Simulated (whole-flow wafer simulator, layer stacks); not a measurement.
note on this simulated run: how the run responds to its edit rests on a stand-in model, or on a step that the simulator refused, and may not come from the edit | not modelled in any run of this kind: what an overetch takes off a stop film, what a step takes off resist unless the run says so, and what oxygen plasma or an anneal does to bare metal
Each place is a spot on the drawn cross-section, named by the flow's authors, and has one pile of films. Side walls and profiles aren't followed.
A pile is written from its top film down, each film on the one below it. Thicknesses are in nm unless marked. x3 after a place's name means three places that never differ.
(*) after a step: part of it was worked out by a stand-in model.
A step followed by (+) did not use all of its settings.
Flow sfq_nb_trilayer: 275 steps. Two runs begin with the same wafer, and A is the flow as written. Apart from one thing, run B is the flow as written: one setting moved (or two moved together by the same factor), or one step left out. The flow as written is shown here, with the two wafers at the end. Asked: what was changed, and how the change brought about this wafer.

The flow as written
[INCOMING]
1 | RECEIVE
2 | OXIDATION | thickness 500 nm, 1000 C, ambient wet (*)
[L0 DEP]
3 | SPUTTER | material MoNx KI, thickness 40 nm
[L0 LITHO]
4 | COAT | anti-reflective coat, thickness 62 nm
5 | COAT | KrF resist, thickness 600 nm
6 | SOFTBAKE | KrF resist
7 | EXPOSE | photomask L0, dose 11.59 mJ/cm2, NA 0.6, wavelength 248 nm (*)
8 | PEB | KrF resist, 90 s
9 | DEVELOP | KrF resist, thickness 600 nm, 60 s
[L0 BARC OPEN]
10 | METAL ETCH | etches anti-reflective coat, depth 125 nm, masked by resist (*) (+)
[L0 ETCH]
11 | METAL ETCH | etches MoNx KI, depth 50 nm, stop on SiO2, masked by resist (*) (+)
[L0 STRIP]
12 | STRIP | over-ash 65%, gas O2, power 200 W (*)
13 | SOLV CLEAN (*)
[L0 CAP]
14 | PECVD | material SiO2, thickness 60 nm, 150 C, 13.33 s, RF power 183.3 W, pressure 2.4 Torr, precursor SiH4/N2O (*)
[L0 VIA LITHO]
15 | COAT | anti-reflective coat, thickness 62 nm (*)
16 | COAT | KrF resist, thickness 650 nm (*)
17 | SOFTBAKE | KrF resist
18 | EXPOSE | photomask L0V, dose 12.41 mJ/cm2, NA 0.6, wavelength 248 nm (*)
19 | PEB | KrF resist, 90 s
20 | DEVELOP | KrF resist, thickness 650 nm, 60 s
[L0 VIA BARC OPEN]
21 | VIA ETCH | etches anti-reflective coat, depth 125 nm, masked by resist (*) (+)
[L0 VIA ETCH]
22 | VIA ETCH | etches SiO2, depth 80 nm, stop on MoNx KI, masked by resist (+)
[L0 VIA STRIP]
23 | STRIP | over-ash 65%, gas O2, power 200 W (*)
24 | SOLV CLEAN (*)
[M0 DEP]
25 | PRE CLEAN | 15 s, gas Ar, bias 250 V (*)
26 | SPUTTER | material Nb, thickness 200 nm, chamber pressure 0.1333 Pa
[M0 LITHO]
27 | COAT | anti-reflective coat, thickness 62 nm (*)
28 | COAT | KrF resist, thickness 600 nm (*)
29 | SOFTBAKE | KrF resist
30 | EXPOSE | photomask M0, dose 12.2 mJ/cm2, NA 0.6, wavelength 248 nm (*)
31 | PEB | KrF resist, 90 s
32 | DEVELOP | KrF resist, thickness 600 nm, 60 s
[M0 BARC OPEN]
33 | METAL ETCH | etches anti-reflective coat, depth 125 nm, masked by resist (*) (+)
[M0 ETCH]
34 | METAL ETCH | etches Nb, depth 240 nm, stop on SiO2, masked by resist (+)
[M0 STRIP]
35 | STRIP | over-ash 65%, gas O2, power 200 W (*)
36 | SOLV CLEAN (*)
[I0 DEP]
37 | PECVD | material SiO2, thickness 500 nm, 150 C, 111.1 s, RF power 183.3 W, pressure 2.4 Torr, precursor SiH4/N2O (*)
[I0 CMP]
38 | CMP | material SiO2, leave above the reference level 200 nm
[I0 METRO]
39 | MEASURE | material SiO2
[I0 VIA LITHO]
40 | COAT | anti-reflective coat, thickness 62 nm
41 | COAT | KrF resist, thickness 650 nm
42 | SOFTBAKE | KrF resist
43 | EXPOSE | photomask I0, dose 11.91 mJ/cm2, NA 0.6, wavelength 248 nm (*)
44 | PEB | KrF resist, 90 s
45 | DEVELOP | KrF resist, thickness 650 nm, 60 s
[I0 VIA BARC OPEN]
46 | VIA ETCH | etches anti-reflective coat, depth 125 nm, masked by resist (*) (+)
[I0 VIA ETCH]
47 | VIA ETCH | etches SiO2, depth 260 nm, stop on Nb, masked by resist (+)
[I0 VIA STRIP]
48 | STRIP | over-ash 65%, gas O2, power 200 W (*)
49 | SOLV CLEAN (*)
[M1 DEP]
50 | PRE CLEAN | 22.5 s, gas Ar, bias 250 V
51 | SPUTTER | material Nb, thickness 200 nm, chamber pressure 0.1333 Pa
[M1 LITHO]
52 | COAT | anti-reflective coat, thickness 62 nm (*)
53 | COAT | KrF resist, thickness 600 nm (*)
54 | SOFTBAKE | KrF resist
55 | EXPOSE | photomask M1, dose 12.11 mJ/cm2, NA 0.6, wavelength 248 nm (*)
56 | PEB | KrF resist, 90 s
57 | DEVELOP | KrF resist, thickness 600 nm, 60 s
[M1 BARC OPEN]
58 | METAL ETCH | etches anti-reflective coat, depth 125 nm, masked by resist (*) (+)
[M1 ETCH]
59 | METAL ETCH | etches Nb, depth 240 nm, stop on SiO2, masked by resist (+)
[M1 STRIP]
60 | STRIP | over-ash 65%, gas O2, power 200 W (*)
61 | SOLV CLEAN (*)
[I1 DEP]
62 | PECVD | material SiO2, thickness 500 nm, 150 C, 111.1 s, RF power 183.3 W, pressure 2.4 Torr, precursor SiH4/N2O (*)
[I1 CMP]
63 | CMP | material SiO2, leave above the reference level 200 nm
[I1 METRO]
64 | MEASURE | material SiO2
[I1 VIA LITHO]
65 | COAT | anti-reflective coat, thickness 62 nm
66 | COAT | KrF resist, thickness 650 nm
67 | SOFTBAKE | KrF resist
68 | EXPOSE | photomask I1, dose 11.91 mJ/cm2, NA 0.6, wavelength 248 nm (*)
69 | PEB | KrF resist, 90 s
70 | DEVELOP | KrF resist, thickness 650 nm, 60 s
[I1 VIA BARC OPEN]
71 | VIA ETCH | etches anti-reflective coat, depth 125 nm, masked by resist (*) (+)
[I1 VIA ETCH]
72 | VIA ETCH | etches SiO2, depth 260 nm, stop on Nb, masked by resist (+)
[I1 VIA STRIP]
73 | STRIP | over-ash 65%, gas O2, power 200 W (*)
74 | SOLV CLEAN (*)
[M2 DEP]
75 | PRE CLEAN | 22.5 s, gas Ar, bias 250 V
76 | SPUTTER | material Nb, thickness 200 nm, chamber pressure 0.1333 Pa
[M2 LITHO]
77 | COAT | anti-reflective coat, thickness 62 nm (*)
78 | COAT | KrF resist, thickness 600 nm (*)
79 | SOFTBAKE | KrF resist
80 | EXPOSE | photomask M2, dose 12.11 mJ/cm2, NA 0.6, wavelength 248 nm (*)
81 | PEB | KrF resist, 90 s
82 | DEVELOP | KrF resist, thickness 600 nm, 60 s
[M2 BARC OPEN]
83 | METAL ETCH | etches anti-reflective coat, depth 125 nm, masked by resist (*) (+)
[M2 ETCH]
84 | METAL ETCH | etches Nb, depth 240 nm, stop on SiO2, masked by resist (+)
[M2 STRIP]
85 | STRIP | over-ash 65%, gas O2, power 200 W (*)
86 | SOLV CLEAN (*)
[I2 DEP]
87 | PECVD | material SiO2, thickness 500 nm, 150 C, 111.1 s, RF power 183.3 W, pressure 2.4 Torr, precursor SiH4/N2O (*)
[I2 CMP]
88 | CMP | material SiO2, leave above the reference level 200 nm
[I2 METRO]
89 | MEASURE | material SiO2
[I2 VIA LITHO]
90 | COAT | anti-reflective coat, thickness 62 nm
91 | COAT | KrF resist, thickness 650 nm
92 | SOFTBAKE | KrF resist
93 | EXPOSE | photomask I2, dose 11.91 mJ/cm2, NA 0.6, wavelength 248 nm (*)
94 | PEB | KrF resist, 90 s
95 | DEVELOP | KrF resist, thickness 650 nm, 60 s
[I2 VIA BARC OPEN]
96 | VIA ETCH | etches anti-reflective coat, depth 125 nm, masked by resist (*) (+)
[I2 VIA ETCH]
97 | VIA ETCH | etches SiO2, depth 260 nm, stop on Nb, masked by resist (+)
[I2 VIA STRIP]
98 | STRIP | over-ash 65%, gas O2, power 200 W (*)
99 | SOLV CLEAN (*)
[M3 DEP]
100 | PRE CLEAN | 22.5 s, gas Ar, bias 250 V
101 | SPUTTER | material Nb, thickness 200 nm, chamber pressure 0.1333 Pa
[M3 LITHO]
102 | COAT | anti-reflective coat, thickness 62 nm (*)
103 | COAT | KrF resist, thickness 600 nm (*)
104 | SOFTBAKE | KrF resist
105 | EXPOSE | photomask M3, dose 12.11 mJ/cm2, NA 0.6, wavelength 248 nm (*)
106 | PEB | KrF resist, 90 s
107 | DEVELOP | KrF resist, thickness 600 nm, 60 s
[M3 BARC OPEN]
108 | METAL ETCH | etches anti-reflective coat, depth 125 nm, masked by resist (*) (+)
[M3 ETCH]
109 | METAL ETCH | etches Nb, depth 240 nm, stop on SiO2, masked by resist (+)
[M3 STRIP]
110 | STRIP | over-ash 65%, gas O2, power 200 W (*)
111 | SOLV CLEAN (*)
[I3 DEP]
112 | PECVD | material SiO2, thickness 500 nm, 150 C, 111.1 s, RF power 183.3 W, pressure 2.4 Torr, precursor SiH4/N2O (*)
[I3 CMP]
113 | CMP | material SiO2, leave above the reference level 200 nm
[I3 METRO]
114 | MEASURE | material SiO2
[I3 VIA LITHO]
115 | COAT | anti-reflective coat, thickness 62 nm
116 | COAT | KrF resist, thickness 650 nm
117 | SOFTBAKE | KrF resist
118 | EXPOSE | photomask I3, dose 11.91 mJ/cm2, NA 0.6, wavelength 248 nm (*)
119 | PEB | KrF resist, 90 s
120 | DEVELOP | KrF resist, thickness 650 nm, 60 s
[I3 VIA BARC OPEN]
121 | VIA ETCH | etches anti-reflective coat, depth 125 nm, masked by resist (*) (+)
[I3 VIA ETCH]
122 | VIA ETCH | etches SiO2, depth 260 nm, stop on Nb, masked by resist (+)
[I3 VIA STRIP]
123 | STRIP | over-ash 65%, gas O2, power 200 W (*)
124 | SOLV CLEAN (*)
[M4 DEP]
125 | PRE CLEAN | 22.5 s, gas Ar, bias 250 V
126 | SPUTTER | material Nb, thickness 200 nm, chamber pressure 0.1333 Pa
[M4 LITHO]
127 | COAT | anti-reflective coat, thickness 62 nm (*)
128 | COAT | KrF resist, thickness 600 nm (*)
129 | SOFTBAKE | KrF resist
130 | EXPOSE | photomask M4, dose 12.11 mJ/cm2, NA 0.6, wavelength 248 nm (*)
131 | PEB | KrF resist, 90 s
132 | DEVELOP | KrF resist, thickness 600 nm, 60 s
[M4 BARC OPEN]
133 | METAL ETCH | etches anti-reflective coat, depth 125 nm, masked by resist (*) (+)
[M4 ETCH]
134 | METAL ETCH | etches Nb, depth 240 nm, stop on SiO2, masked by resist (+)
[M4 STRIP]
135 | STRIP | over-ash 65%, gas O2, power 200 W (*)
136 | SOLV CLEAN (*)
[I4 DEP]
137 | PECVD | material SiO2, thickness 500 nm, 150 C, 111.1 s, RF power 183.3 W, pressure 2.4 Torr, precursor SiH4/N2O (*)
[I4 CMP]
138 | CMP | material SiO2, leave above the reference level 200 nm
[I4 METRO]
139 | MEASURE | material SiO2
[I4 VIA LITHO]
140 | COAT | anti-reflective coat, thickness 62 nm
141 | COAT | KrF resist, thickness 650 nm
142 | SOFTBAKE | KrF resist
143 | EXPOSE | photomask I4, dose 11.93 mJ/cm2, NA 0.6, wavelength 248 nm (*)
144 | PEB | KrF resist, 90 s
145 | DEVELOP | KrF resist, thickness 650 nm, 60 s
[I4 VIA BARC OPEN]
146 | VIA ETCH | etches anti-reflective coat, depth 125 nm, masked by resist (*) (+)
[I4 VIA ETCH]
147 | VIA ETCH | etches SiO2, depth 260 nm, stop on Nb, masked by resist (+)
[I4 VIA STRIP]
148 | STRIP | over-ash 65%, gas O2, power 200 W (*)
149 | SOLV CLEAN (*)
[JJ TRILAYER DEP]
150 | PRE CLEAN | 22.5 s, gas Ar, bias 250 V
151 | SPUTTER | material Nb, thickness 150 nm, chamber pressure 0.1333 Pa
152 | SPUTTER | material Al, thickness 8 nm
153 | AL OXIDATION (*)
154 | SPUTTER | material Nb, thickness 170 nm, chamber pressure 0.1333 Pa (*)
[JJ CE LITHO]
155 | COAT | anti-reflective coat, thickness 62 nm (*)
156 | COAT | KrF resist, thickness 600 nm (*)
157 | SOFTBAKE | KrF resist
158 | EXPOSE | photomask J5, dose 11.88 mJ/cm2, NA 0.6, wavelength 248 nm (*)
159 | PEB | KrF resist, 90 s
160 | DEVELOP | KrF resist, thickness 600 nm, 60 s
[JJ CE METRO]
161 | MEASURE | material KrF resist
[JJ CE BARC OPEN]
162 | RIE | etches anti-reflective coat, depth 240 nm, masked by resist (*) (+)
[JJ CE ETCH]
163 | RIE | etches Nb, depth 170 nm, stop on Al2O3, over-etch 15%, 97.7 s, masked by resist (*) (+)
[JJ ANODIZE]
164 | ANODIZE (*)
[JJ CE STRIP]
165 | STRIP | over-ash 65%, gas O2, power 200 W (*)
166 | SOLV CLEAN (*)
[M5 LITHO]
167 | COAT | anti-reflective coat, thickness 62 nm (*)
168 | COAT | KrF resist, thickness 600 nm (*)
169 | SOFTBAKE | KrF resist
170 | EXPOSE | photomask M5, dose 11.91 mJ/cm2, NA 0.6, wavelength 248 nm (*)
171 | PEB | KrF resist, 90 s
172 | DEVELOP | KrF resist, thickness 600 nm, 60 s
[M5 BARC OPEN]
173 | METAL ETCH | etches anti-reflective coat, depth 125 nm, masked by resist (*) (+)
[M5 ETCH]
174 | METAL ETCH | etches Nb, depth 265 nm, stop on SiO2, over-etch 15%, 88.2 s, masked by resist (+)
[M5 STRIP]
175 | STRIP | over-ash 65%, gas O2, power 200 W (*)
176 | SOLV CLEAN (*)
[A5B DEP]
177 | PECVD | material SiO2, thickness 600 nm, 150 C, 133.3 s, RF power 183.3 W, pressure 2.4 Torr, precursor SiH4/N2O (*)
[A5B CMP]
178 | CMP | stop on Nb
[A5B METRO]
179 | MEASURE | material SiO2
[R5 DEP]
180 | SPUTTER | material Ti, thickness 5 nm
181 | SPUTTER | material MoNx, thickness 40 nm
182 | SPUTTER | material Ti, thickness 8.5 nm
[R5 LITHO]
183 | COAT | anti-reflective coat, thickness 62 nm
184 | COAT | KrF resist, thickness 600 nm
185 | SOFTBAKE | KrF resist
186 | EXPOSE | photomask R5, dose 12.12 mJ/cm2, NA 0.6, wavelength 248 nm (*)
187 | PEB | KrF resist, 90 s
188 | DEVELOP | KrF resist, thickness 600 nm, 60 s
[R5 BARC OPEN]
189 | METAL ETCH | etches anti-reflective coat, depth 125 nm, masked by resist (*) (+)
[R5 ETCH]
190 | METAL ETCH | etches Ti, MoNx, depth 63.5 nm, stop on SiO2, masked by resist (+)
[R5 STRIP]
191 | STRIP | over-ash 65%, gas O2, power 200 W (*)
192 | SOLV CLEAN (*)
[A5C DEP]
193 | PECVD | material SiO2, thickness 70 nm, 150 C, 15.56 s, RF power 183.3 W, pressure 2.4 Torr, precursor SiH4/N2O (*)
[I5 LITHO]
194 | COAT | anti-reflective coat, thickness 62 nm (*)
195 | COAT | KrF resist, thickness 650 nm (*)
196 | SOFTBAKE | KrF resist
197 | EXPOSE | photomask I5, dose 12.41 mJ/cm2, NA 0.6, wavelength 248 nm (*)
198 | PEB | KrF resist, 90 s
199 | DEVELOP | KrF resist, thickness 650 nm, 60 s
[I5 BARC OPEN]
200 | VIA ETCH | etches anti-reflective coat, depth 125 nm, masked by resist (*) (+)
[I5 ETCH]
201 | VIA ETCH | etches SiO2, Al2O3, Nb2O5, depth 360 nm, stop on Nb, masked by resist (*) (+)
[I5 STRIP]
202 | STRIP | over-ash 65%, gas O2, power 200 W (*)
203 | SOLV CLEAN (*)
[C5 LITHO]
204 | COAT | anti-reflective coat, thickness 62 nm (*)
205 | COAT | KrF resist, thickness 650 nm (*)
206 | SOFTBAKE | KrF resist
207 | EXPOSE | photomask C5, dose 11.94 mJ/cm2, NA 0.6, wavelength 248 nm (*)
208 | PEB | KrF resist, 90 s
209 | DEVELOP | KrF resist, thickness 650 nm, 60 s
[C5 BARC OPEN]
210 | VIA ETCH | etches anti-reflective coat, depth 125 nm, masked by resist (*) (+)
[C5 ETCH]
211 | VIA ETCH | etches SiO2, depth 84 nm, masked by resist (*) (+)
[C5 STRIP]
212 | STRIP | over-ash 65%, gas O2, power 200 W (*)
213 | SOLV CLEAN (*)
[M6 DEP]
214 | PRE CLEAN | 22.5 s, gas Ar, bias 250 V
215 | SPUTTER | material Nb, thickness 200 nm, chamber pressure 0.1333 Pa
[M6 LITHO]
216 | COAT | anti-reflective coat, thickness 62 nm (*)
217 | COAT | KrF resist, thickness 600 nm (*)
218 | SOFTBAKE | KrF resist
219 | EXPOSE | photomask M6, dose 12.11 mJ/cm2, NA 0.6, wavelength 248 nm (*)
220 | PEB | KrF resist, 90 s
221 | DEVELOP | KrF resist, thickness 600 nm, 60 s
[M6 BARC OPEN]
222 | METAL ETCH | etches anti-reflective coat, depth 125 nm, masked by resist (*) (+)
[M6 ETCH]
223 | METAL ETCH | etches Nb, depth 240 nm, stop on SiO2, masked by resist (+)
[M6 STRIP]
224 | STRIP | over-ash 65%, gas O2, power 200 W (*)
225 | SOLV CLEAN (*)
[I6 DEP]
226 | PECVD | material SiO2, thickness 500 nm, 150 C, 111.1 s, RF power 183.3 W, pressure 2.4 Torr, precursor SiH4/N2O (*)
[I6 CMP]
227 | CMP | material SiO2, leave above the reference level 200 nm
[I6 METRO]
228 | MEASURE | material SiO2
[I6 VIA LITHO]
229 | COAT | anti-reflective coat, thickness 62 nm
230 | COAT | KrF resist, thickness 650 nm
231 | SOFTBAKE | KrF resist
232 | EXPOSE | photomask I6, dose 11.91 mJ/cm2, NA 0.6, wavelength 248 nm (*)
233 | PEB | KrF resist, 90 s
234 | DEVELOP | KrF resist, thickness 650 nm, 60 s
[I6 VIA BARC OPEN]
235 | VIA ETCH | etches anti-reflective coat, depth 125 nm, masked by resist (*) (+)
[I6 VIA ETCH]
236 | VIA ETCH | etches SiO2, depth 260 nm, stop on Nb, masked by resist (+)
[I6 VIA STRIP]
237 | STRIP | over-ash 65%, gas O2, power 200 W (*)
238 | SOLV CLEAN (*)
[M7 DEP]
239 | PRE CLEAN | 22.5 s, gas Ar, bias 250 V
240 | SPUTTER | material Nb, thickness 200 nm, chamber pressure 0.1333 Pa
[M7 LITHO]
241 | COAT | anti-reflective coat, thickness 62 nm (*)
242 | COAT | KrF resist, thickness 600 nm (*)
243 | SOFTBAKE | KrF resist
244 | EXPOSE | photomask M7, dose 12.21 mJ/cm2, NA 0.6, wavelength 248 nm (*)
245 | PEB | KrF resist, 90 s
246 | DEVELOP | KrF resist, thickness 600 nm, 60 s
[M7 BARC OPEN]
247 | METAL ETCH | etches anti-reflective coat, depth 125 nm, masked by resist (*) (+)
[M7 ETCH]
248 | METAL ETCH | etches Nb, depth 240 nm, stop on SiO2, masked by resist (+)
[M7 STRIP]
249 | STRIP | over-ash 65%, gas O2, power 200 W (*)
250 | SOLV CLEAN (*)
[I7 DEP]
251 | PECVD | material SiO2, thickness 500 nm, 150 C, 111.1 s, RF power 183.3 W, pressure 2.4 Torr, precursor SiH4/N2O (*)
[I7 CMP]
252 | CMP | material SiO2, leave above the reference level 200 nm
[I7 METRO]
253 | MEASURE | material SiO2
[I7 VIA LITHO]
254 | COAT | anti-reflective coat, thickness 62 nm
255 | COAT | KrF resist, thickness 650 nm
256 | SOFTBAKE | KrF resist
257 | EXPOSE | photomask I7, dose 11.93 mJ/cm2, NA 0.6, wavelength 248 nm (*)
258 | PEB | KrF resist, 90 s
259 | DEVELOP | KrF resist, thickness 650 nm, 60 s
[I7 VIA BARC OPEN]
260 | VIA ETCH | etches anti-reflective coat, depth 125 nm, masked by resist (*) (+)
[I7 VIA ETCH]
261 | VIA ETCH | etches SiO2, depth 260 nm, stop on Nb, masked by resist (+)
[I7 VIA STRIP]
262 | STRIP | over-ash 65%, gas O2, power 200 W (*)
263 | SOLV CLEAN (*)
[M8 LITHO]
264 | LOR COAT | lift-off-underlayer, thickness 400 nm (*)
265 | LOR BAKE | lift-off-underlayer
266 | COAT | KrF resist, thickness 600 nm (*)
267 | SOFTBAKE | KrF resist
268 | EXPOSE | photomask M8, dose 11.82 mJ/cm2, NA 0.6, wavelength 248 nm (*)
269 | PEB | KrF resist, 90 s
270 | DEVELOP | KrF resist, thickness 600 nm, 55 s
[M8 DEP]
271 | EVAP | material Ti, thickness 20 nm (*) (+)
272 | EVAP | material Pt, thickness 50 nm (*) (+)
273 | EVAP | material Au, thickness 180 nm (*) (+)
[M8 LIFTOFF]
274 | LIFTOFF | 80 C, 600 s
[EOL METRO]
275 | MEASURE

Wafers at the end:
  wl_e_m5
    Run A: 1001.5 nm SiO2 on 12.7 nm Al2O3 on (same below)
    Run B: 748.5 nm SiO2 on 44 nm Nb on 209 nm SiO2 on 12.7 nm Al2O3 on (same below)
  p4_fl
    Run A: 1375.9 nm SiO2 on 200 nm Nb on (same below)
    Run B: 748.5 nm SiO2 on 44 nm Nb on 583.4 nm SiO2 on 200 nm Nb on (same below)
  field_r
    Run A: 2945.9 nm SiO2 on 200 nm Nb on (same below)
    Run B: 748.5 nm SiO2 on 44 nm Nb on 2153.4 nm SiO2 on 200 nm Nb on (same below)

What caused this: step 223, METAL ETCH: depth 156 nm was run, whereas the flow has depth 240 nm.

How this came from the change, step by step:
  223 | METAL ETCH | etches Nb, depth 240 nm, stop on SiO2, masked by resist (+)
      field_l, gap, moat and 76 more: A Nb loses 200 (all of it) | B Nb loses 156
      v_sur, via_wl, via_w and 24 more: A KrF resist loses 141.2 | B KrF resist loses 91.8
  224 | STRIP | over-ash 65%, gas O2, power 200 W (*)
      wl_j_sl, wl_j_sr: A KrF resist loses 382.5 (all of it), anti-reflective coat loses 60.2 (all of it) | B KrF resist loses 431.9 (all of it), anti-reflective coat loses 60.2 (all of it)
      wl_c_m6, wl_f_m6: A KrF resist loses 382.3 (all of it), anti-reflective coat loses 62 (all of it) | B KrF resist loses 431.7 (all of it), anti-reflective coat loses 62 (all of it)
      (also at 23 further places)
  226 | PECVD | material SiO2, thickness 500 nm, 150 C, 111.1 s, RF power 183.3 W, pressure 2.4 Torr, precursor SiH4/N2O (*)
      field_l, p4_fl, p4_fm and 62 more: A SiO2 gains 500 | B SiO2 gains 500 (new film)
      moat, field_r, lsp_l, ln_m5, lsp_m: A SiO2 gains 493.6 | B SiO2 gains 500 (new film)
      (also at 9 further places)
  227 | CMP | material SiO2, leave above the reference level 200 nm
      field_l, p4_fl, p4_fm and 59 more: A SiO2 loses 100 | B SiO2 loses 144
      moat, field_r, lsp_l, ln_m5, lsp_m: A SiO2 loses 93.6 | B SiO2 loses 144
      (also at 8 further places)
With metal films that touch counted as one body, wl_e_m5 has 7 bodies (between them, from the top down: SiO2 209 / Al2O3 12.7 / Nb2O5 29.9; SiO2 192.5; SiO2 192.5; SiO2 192.5; SiO2 192.5; SiO2 192.5); the flow as written gives 6 bodies (between them, from the top down: SiO2 192.5; SiO2 192.5; SiO2 192.5; SiO2 192.5; SiO2 192.5).
With metal films that touch counted as one body, p4_fl has 3 bodies (between them, from the top down: SiO2 583.4; SiO2 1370); the flow as written gives 2 bodies (between them, from the top down: SiO2 1370).
With metal films that touch counted as one body, field_r has 2 bodies (between them, from the top down: SiO2 2153.4); the flow as written gives 1 body.
